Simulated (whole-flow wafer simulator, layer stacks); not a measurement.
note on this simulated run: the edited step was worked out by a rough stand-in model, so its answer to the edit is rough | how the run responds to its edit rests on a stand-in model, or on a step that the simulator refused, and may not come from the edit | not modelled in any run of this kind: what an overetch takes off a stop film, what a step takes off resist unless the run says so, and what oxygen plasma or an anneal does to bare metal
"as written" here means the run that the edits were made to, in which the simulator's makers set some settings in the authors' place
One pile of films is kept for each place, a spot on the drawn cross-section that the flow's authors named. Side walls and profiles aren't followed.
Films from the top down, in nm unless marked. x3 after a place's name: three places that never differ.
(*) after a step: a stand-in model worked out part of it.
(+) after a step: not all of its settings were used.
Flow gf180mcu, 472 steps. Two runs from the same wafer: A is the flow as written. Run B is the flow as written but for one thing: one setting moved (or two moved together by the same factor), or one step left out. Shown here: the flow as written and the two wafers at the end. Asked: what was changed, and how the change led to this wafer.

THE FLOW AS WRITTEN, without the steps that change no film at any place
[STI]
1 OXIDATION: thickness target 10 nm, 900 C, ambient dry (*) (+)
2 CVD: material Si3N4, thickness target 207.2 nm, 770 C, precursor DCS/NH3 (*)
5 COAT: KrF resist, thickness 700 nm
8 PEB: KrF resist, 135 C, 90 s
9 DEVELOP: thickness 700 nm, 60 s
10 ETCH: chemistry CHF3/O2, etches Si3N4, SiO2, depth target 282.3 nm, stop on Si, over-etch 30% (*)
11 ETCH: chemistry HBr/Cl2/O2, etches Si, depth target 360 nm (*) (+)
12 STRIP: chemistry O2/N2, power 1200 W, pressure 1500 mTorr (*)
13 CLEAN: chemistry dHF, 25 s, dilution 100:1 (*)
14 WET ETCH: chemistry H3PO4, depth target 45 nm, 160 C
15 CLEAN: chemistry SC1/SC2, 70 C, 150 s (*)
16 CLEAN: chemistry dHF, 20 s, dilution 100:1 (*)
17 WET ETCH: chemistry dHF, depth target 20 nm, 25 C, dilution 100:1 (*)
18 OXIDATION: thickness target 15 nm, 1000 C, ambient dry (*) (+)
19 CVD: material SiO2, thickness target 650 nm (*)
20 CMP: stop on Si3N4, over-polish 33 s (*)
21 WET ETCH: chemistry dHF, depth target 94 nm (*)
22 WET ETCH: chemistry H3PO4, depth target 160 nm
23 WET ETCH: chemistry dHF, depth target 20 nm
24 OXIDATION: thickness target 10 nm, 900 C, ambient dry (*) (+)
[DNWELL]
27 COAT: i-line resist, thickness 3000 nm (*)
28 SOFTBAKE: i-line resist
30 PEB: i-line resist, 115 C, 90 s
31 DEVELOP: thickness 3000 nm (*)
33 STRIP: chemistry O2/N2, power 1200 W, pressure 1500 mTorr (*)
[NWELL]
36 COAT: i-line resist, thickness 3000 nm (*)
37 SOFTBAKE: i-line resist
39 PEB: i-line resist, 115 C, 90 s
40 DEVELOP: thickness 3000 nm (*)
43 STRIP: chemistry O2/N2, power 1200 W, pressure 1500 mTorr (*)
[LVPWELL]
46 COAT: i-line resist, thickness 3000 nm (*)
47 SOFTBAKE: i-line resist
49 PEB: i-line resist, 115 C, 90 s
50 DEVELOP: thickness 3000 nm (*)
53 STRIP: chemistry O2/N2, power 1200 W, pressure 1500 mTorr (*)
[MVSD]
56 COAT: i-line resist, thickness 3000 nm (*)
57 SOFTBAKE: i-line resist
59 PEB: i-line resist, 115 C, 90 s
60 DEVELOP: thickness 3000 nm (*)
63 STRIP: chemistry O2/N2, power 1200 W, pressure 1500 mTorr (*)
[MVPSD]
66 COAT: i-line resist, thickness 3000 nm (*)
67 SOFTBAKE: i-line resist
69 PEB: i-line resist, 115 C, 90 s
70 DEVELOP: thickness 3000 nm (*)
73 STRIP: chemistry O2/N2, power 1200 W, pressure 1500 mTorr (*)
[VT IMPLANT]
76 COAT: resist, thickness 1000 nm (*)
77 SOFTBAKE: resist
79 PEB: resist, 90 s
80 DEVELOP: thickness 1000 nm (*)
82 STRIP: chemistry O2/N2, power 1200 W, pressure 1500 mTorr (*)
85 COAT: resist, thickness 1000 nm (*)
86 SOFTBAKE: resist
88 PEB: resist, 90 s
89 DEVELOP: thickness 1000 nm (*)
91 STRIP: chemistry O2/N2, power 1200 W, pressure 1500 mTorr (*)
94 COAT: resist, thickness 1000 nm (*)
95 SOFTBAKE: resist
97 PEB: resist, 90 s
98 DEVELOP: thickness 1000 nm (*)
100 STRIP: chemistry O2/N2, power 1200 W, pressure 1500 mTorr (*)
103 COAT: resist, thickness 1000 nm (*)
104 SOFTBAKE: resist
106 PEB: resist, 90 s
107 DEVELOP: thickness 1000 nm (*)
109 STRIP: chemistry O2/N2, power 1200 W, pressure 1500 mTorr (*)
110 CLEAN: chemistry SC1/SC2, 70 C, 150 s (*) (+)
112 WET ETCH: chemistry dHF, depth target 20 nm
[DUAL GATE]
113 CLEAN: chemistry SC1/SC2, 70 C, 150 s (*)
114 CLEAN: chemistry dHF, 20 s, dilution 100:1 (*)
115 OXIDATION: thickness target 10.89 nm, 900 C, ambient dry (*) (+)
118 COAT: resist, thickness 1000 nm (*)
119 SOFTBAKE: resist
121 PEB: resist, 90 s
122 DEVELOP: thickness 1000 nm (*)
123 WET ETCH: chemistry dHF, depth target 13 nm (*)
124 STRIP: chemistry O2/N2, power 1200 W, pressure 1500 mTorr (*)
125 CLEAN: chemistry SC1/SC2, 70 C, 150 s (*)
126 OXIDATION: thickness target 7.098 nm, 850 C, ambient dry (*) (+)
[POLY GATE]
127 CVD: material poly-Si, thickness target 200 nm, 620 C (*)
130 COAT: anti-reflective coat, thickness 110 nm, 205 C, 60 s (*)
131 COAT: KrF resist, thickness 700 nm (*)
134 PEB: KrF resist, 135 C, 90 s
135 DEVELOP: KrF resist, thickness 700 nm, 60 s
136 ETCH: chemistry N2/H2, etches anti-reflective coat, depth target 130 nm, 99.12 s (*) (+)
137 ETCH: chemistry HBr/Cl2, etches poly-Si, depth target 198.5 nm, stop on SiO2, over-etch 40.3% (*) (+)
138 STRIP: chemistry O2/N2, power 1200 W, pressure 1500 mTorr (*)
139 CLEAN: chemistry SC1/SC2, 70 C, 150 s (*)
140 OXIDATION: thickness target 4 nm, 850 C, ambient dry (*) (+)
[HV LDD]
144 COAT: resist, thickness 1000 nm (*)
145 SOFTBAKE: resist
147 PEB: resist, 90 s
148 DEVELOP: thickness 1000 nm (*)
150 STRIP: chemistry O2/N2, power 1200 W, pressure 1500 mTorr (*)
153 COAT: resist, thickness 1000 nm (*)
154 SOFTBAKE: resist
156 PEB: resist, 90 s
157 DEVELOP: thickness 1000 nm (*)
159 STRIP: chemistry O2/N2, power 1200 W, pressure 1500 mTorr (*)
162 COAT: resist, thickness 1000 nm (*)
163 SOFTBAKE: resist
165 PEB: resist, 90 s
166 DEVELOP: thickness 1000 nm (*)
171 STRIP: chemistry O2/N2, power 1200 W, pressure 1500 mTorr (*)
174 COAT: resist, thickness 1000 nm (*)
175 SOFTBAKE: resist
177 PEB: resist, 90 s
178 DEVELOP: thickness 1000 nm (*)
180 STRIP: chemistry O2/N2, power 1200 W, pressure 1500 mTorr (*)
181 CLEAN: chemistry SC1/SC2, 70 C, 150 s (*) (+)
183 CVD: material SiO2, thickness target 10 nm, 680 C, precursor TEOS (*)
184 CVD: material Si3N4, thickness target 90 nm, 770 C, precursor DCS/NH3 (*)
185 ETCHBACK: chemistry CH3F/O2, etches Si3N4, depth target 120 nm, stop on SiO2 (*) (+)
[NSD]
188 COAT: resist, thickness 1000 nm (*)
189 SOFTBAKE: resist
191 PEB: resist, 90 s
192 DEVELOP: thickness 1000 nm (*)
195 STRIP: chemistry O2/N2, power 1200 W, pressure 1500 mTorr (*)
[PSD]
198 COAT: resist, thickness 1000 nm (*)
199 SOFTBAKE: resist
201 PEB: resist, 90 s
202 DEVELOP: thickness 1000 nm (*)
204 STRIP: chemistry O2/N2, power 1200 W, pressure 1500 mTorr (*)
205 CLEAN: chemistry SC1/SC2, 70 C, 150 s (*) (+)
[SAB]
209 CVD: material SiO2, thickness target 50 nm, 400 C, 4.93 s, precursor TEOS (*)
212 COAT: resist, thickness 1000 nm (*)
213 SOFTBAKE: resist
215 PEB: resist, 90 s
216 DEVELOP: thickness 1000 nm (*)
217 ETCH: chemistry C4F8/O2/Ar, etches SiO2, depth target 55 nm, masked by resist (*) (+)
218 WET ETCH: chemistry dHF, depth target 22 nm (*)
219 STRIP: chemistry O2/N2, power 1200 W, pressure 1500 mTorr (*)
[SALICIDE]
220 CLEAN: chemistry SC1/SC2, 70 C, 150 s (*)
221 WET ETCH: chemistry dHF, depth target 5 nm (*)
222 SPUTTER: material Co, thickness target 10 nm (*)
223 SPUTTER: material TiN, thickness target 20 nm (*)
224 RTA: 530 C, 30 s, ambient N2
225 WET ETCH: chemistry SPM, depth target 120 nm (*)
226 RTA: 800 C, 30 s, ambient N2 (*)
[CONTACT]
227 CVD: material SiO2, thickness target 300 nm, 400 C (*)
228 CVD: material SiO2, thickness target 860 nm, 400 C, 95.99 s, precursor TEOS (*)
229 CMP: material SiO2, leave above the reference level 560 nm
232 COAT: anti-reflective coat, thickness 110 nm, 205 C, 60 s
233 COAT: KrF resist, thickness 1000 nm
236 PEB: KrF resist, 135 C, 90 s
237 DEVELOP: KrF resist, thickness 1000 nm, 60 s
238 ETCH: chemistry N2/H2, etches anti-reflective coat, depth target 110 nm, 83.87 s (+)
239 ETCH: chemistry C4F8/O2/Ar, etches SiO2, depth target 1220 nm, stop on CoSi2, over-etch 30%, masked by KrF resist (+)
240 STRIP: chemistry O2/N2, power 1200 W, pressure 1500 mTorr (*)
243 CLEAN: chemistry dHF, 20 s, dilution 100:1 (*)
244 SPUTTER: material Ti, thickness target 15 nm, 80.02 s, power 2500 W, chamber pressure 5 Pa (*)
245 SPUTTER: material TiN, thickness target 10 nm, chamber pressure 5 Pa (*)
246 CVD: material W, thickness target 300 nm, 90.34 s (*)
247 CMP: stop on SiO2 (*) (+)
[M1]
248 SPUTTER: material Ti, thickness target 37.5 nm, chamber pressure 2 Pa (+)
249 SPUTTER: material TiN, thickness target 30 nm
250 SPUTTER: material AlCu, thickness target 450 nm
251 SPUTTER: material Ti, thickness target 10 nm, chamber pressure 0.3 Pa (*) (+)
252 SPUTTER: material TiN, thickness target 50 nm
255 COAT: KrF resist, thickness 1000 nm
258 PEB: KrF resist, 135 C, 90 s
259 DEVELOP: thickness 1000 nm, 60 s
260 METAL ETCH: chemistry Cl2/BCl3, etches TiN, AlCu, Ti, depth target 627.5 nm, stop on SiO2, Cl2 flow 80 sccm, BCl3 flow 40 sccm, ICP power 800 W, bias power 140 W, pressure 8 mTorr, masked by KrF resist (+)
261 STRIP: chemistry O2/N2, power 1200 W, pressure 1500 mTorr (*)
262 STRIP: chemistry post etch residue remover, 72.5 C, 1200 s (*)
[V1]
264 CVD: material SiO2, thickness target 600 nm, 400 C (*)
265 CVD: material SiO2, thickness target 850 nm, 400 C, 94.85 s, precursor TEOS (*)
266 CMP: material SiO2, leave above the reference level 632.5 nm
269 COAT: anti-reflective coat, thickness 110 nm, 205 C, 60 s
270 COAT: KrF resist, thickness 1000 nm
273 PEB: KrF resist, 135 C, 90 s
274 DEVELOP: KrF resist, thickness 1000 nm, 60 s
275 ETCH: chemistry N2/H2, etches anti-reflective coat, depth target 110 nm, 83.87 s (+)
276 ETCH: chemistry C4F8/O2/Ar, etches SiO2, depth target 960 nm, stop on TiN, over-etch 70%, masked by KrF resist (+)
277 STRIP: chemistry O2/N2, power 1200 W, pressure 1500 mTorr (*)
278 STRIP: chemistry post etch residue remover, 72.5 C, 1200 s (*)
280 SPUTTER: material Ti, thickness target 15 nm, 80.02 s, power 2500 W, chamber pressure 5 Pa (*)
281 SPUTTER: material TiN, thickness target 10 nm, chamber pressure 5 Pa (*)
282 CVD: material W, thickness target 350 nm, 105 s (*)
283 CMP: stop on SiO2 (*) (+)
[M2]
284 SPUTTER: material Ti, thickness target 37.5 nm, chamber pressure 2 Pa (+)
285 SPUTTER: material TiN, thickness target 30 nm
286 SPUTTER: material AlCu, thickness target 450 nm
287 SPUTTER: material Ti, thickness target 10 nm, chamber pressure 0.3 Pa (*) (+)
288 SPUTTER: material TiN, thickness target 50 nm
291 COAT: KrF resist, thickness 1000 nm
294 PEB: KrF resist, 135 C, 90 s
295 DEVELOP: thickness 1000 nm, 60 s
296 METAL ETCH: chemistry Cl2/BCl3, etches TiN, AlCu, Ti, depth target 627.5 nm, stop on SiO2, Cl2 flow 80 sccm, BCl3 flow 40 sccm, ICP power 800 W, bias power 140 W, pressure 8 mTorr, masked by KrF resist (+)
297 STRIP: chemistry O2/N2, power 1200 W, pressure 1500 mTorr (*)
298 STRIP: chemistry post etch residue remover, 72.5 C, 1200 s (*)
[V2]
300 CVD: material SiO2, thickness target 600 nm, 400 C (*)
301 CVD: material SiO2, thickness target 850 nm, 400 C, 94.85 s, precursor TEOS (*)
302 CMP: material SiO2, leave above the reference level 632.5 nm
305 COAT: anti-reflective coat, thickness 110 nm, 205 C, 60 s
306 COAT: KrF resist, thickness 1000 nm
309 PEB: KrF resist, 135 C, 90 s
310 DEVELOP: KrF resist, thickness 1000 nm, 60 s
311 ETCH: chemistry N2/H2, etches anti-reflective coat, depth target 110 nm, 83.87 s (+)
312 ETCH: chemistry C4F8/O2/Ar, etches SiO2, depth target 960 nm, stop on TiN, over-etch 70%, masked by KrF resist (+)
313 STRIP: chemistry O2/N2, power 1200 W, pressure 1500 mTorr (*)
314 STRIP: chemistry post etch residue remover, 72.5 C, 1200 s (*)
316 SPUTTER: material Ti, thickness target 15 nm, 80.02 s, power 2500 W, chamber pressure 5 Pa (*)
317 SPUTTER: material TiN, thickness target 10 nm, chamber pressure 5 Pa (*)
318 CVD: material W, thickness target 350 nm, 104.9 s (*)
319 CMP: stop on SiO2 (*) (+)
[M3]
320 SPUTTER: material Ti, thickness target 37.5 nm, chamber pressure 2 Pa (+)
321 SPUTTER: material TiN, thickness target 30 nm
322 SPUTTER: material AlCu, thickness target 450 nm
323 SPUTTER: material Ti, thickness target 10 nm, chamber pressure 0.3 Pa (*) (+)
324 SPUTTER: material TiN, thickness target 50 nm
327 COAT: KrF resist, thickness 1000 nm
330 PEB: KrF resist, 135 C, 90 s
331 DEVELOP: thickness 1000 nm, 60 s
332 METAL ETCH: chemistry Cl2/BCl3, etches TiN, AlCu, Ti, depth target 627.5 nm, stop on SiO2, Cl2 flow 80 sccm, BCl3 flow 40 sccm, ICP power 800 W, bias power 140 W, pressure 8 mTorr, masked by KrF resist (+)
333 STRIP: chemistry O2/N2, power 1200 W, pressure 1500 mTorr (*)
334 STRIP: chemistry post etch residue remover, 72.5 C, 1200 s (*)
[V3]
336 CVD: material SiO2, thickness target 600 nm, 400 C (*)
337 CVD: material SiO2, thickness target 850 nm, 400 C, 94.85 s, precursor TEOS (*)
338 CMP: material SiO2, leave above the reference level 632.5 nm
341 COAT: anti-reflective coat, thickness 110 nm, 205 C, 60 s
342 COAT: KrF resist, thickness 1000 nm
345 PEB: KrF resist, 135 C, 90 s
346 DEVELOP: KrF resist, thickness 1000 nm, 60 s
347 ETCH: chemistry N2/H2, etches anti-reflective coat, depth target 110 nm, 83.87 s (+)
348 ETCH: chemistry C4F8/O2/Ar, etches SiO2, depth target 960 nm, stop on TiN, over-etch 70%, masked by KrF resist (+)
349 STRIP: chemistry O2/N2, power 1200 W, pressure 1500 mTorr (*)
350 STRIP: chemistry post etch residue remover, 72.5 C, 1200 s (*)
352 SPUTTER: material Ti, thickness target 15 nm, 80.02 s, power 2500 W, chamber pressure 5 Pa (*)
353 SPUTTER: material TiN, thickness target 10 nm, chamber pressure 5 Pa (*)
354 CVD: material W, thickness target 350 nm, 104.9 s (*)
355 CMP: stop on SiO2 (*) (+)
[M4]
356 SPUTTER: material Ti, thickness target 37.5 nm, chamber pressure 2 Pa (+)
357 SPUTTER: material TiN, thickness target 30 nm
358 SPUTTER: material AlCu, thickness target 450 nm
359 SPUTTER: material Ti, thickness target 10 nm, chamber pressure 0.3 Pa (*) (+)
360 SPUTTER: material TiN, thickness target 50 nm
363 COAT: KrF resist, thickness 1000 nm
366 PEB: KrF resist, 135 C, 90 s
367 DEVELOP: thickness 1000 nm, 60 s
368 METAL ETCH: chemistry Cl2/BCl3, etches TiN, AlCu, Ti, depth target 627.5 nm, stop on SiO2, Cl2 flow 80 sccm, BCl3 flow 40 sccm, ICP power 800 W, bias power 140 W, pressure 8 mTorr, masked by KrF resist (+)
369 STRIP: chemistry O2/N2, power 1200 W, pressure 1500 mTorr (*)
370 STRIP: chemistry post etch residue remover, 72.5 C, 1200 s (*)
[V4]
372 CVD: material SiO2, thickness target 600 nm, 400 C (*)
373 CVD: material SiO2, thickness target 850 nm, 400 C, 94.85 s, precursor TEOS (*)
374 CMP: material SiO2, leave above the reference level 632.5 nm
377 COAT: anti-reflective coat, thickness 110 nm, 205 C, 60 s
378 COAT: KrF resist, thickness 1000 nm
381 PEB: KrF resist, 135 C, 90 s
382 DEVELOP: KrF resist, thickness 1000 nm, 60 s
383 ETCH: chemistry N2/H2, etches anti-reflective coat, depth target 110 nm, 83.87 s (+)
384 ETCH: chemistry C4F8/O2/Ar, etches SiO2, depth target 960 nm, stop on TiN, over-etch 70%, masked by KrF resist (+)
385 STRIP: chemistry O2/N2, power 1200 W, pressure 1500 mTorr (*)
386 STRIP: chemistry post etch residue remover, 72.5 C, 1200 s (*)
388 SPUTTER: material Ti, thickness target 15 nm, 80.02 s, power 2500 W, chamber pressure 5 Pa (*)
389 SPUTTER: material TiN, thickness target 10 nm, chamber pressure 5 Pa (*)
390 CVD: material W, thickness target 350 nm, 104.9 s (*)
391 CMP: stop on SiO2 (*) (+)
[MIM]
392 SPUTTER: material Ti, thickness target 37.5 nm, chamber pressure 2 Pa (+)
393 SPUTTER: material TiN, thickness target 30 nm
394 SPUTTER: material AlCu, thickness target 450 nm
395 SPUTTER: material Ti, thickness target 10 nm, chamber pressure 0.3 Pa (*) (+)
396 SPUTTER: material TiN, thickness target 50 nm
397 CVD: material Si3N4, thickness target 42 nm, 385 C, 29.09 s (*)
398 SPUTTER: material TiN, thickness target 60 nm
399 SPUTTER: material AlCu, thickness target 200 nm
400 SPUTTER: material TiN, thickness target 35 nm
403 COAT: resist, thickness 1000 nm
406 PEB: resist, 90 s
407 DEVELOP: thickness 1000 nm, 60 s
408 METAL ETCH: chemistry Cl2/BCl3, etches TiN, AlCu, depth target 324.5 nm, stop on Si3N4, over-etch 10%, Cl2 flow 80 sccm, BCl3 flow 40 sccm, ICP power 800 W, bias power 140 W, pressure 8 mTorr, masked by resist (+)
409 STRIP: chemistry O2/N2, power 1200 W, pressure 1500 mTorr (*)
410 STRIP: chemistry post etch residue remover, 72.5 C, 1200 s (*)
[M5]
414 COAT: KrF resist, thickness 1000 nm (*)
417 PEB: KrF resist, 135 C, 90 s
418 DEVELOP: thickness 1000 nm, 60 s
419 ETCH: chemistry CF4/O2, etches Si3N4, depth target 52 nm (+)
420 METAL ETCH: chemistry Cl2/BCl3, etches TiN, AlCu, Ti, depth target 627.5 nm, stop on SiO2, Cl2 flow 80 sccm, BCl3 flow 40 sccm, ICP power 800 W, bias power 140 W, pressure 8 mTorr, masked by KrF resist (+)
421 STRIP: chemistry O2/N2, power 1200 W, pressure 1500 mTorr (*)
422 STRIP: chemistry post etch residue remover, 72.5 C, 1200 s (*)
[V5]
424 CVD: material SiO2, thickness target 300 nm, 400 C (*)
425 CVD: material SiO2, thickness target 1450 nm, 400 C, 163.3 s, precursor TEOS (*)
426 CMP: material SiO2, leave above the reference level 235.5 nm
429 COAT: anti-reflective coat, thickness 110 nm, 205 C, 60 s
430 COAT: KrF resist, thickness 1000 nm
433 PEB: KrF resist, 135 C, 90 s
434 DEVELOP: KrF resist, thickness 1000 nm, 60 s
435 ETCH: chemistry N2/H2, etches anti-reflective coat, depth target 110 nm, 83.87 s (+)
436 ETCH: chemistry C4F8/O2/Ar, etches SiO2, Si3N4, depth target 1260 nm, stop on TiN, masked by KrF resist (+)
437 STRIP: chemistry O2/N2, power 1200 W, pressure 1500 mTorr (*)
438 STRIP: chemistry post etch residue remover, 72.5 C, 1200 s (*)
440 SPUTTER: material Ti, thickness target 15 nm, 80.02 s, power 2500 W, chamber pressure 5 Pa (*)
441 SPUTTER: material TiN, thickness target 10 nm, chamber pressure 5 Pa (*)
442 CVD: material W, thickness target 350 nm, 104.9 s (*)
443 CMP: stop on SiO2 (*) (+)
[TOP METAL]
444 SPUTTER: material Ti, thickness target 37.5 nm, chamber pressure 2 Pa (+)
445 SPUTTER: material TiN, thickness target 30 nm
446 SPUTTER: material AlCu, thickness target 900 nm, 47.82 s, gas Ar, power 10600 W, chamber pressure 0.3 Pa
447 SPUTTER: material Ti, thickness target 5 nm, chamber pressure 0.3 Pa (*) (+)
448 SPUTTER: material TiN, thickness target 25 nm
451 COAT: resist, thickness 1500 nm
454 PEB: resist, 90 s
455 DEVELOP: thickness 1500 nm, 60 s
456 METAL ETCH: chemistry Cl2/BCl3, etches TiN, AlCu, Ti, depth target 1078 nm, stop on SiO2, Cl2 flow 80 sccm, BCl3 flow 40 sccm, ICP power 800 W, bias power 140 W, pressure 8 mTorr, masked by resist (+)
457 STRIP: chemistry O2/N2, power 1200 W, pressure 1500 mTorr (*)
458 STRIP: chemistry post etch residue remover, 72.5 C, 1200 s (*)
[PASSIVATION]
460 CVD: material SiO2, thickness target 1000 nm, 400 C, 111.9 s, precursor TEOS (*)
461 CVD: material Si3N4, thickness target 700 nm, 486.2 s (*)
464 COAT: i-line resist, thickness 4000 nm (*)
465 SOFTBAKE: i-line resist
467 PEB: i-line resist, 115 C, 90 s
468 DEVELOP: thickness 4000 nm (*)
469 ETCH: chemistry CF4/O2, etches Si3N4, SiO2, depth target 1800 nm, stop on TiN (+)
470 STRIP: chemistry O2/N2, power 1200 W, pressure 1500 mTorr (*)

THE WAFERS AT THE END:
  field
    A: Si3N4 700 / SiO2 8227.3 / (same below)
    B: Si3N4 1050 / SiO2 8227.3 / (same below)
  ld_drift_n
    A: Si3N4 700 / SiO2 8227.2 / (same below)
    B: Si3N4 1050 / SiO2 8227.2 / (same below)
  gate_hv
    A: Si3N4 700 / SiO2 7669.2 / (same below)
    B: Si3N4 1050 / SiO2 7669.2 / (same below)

The cause: step 461, CVD: thickness target 1050 nm was run, where the flow has thickness target 700 nm; step 469, ETCH: depth target 2700 nm was run, where the flow has depth target 1800 nm.
It can be read off the wafer: field has Si3N4 1050, and step 461 as written asks for 700 nm.

How the change led to this, step by step:
  461 CVD: material Si3N4, thickness target 700 nm, 486.2 s (*)
      field, field__w1, field__w2 and 109 more: A Si3N4 +700 (new film) | B Si3N4 +1050 (new film)
  465 SOFTBAKE: i-line resist
      gate: A i-line resist -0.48 | B i-line resist +0.69
      field__w5, field__w9: A i-line resist +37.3 | B i-line resist +41.1
      (and at 56 more places)
  469 ETCH: chemistry CF4/O2, etches Si3N4, SiO2, depth target 1800 nm, stop on TiN (+)
      field, field__w1, field__w2 and 108 more: A i-line resist -1200 | B i-line resist -1800
      pad: A Si3N4 -700 (all of it), SiO2 -1000 (all of it) | B Si3N4 -1050 (all of it), SiO2 -1000 (all of it)
  470 STRIP: chemistry O2/N2, power 1200 W, pressure 1500 mTorr (*)
      iso_ptap_pw, iso_ntap_nw, iso_nw_fld and 33 more: A i-line resist -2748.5 (all of it) | B i-line resist -2148.5 (all of it)
      field__w7, field__w11, field__w13, mim, ppoly_u, npoly_sal: A i-line resist -2802.7 (all of it) | B i-line resist -2208.2 (all of it)
      (and at 69 more places)
